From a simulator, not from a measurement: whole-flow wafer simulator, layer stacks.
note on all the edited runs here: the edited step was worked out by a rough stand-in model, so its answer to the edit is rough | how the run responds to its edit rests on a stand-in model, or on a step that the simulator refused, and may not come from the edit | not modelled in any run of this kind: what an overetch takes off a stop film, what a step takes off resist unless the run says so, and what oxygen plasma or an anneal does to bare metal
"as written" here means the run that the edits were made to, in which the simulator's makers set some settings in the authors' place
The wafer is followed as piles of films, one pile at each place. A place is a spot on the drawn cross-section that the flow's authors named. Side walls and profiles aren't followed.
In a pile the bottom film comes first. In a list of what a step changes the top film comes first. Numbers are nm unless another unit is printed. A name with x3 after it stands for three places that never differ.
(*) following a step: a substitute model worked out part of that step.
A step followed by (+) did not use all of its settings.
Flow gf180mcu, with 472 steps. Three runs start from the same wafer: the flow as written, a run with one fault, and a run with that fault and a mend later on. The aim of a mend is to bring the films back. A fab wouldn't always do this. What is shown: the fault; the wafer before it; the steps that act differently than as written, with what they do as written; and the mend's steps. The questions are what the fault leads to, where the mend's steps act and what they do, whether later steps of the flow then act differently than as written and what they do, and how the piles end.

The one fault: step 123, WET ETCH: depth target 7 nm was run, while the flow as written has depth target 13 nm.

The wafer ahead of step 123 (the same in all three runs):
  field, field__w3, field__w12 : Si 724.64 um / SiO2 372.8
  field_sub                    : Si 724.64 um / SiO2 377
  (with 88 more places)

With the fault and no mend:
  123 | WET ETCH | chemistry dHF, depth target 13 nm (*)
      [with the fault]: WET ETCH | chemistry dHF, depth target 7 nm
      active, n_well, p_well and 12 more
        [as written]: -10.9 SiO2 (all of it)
        [with the fault]: -7 SiO2
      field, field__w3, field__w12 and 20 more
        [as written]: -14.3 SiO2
        [with the fault]: -7.7 SiO2
  Steps further on in the flow that do not act as written (48 other steps are not shown; they differ only slightly, by no more than 2% or 0.5 nm, whichever is larger):
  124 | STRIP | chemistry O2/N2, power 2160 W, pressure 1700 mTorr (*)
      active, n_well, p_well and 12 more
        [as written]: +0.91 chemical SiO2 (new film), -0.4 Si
        [with the fault]: nothing
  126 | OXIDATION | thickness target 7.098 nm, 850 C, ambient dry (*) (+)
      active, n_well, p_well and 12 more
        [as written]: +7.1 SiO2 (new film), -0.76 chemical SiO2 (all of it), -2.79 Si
        [with the fault]: +4.65 SiO2, -2.05 Si
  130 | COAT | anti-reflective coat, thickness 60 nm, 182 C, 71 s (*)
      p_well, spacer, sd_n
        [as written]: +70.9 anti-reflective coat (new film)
        [with the fault]: +74.7 anti-reflective coat (new film)
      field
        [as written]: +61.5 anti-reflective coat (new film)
        [with the fault]: +59.9 anti-reflective coat (new film)
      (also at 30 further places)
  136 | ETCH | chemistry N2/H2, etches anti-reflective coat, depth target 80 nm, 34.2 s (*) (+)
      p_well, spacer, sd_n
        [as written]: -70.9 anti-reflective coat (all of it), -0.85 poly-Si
        [with the fault]: -74.7 anti-reflective coat (all of it), -0.75 poly-Si
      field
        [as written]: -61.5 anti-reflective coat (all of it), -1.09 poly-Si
        [with the fault]: -59.9 anti-reflective coat (all of it), -1.13 poly-Si
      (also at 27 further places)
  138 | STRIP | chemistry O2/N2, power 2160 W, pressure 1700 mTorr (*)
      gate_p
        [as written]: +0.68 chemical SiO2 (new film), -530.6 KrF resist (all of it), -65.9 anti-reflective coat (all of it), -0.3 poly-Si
        [with the fault]: +0.68 chemical SiO2 (new film), -530.3 KrF resist (all of it), -67.3 anti-reflective coat (all of it), -0.3 poly-Si
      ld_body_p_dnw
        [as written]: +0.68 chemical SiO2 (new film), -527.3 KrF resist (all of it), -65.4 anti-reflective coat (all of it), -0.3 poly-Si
        [with the fault]: +0.68 chemical SiO2 (new film), -527.8 KrF resist (all of it), -66.9 anti-reflective coat (all of it), -0.3 poly-Si
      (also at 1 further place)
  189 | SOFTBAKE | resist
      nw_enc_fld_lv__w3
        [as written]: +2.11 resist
        [with the fault]: -1.67 resist
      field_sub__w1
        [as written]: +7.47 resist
        [with the fault]: +9.55 resist
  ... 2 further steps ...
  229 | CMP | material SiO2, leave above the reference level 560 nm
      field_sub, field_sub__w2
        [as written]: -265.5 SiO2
        [with the fault]: -271.5 SiO2
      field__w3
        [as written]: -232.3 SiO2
        [with the fault]: -238.9 SiO2
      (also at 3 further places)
  The piles end different from the flow's at gate, spacer, gate_p by more than 2% or 0.5 nm, whichever is larger.
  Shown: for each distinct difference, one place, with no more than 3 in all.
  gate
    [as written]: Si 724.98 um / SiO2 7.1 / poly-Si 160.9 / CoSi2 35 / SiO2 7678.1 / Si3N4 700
    [with the fault]: Si 724.98 um / SiO2 8.2 / poly-Si 160.9 / CoSi2 35 / SiO2 7677 / Si3N4 700
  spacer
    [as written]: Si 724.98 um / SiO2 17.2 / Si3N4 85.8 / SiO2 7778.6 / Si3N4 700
    [with the fault]: Si 724.98 um / SiO2 18.3 / Si3N4 85.8 / SiO2 7777.5 / Si3N4 700

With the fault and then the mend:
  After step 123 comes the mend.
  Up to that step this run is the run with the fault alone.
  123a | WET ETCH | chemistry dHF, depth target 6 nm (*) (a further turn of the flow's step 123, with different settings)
      field, field__w3, field__w12 and 20 more
        -6 SiO2
      active, n_well, p_well and 12 more
        -3.89 SiO2 (all of it)
  Steps further on in the flow that do not act as written (49 other steps are not shown; they differ only slightly, by no more than 2% or 0.5 nm, whichever is larger):
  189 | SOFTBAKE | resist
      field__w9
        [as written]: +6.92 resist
        [with the mend]: -3.06 resist
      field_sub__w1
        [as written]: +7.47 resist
        [with the mend]: +9.72 resist
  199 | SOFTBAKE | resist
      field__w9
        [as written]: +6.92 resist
        [with the mend]: -3.06 resist
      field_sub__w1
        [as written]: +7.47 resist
        [with the mend]: +9.72 resist
  When the end is reached, the piles differ only a little from the flow's at the places that both follow, at most by 2% or 0.5 nm, whichever is larger.
